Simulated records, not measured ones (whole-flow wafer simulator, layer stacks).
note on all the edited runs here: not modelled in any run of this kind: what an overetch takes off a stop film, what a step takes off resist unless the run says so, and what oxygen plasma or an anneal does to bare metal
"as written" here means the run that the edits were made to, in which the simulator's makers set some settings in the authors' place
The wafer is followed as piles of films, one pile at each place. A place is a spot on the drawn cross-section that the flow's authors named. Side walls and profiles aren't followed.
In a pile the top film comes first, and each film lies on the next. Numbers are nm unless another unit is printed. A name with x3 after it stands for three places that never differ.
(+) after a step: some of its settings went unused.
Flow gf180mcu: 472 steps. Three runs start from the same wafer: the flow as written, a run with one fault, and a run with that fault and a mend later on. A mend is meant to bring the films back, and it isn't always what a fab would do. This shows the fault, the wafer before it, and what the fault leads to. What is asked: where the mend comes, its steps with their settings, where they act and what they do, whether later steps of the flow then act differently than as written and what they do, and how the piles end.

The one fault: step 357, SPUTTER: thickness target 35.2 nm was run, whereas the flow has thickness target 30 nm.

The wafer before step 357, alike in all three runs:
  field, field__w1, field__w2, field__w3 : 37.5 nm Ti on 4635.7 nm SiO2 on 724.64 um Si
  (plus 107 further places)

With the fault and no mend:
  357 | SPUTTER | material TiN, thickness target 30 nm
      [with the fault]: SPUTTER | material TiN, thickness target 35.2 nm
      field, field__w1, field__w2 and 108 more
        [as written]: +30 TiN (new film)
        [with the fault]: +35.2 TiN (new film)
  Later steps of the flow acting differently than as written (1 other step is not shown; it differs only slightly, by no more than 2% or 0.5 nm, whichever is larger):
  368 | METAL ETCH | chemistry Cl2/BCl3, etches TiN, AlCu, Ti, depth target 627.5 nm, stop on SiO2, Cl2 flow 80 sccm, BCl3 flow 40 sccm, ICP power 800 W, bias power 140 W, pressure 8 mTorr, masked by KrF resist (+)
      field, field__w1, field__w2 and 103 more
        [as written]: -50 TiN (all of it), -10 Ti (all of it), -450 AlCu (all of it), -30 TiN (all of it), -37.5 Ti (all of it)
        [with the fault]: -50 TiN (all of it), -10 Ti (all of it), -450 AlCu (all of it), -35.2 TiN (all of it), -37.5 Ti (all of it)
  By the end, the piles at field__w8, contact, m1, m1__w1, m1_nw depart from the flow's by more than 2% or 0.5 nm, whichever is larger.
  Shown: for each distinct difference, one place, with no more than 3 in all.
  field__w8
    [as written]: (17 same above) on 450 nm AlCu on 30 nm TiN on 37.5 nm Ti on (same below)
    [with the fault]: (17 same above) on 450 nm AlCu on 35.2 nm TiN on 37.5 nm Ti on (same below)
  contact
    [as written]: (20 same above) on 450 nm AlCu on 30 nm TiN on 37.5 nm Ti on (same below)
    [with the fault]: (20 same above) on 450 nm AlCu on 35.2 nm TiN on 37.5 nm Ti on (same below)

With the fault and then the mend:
  After step 357 comes the mend.
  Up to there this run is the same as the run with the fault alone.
  357a | METAL ETCH | chemistry Cl2/BCl3, etches TiN, AlCu, Ti, depth target 5.2 nm, Cl2 flow 80 sccm, BCl3 flow 40 sccm, ICP power 800 W, bias power 140 W, pressure 8 mTorr (the flow's step 260 again, with other settings)
      field, field__w1, field__w2 and 108 more
        -5.2 TiN
  Later steps of the flow that are run all act as written at every place that is followed.
  At every place that both follow, the piles at the end match the flow's.
